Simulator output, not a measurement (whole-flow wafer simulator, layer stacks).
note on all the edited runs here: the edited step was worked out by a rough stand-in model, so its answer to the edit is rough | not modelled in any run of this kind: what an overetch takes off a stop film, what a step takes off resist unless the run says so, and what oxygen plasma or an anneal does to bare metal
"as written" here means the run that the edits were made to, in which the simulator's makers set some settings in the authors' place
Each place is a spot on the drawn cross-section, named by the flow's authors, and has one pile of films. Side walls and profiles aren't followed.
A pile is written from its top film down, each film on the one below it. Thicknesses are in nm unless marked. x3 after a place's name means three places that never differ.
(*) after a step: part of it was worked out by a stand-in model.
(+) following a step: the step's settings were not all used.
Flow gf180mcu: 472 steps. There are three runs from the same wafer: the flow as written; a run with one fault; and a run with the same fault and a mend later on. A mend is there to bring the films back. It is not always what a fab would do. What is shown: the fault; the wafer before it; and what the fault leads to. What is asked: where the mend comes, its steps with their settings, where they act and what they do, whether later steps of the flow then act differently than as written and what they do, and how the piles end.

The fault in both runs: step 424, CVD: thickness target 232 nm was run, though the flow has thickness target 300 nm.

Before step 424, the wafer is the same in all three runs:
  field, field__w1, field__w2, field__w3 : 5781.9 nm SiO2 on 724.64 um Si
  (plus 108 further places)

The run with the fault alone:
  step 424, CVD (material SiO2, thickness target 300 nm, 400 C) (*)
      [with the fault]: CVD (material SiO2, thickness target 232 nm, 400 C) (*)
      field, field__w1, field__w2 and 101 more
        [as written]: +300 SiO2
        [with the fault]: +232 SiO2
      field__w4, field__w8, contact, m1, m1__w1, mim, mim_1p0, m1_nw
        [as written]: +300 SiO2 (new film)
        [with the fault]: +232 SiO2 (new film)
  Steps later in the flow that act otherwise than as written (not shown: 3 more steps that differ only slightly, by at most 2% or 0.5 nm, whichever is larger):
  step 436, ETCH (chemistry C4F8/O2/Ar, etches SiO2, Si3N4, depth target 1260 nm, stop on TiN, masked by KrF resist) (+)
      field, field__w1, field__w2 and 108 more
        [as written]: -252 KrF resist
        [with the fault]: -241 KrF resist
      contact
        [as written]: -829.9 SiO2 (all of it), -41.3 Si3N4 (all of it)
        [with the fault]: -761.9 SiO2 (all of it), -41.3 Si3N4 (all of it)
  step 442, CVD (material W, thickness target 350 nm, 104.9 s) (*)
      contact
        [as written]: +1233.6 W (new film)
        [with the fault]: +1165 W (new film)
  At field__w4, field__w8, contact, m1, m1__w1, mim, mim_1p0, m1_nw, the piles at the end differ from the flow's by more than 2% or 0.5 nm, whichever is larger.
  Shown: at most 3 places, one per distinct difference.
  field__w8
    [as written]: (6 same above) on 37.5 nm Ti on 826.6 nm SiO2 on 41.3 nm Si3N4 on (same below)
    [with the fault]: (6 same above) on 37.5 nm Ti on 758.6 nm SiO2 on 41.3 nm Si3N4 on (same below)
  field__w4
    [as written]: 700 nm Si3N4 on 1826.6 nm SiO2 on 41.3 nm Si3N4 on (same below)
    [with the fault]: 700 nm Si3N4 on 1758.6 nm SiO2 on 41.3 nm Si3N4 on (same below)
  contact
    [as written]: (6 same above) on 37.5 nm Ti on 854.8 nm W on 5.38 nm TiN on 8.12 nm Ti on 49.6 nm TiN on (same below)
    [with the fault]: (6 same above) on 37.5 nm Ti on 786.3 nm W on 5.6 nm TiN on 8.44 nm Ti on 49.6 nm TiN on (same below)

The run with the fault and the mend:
  The mend follows step 424.
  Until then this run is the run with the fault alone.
  step 424a, CVD (material SiO2, thickness target 68 nm, 400 C) (*) (the flow's step 424, run once more with other settings)
      field, field__w1, field__w2 and 109 more
        +68 SiO2
  Every later step of the flow that is run acts as written at every place that is followed.
  By the end, the piles equal the flow's at every place that both follow.
